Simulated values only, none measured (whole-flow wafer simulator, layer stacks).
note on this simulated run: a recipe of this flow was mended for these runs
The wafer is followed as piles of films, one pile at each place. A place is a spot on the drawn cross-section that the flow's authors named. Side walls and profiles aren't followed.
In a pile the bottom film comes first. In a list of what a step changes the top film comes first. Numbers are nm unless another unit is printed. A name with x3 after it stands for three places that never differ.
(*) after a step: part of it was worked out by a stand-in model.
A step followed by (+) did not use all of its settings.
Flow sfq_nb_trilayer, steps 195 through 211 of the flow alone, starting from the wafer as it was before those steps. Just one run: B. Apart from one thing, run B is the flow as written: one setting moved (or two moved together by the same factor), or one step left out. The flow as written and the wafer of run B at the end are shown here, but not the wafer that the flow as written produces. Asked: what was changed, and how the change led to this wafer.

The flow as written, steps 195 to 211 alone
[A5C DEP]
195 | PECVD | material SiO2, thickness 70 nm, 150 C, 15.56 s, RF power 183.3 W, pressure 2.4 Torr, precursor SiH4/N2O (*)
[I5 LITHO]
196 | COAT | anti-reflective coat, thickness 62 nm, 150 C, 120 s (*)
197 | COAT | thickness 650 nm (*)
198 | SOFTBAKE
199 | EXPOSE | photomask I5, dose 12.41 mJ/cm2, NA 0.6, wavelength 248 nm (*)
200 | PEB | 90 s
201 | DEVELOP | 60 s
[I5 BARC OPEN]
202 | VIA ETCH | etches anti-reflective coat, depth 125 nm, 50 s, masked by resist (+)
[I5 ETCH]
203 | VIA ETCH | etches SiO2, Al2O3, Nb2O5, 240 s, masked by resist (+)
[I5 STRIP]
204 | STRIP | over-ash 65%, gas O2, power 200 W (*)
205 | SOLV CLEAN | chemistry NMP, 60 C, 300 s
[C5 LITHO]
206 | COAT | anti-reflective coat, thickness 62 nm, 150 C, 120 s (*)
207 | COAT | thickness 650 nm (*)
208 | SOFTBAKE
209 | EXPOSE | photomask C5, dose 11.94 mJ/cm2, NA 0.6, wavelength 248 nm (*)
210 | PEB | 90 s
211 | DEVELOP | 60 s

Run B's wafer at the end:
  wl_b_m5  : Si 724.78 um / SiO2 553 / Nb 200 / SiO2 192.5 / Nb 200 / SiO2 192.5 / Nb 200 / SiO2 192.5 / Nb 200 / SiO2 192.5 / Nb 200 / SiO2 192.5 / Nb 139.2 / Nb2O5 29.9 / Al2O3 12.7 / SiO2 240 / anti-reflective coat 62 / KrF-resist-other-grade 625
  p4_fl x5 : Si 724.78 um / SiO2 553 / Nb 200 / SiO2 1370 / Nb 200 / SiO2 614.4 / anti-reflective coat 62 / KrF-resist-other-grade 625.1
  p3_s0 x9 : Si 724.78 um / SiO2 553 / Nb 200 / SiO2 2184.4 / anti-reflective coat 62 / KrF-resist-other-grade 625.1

What caused this: step 195, PECVD: thickness 95.2 nm was run, whereas the flow has thickness 70 nm; step 195, PECVD: 21.16 s was run, where the flow has 15.56 s.

Step by step, how the change led to this:
  195 | PECVD | material SiO2, thickness 70 nm, 150 C, 15.56 s, RF power 183.3 W, pressure 2.4 Torr, precursor SiH4/N2O (*)
      field_l, v_sur, via_wl and 92 more: +95.2 SiO2 (as written it would have been: +70 SiO2)
      ce_l, c5j, ce_r and 8 more: +95.2 SiO2 (new film) (as written it would have been: +70 SiO2 (new film))
  196 | COAT | anti-reflective coat, thickness 62 nm, 150 C, 120 s (*)
      r5r_line_l, r5r_line_c, r5r_line_r: +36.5 anti-reflective coat (new film) (as written it would have been: +35.5 anti-reflective coat (new film))
  203 | VIA ETCH | etches SiO2, Al2O3, Nb2O5, 240 s, masked by resist (+)
      be: -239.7 SiO2 (all of it), -12.7 Al2O3 (all of it), -29.9 Nb2O5 (all of it), -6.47 Nb (as written it would have been: -214.5 SiO2 (all of it), -12.7 Al2O3 (all of it), -29.9 Nb2O5 (all of it), -8.57 Nb)
  204 | STRIP | over-ash 65%, gas O2, power 200 W (*)
      r5r_line_l, r5r_line_c, r5r_line_r: -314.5 KrF-resist-other-grade (all of it), -36.5 anti-reflective coat (all of it) (as written it would have been: -314.5 KrF-resist-other-grade (all of it), -35.5 anti-reflective coat (all of it))
  206 | COAT | anti-reflective coat, thickness 62 nm, 150 C, 120 s (*)
      r5r_line_l, r5r_line_c, r5r_line_r: +36.5 anti-reflective coat (new film) (as written it would have been: +35.5 anti-reflective coat (new film))
      be: +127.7 anti-reflective coat (new film) (as written it would have been: +124.3 anti-reflective coat (new film))
  207 | COAT | thickness 650 nm (*)
      be: +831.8 KrF-resist-other-grade (new film) (as written it would have been: +815 KrF-resist-other-grade (new film))
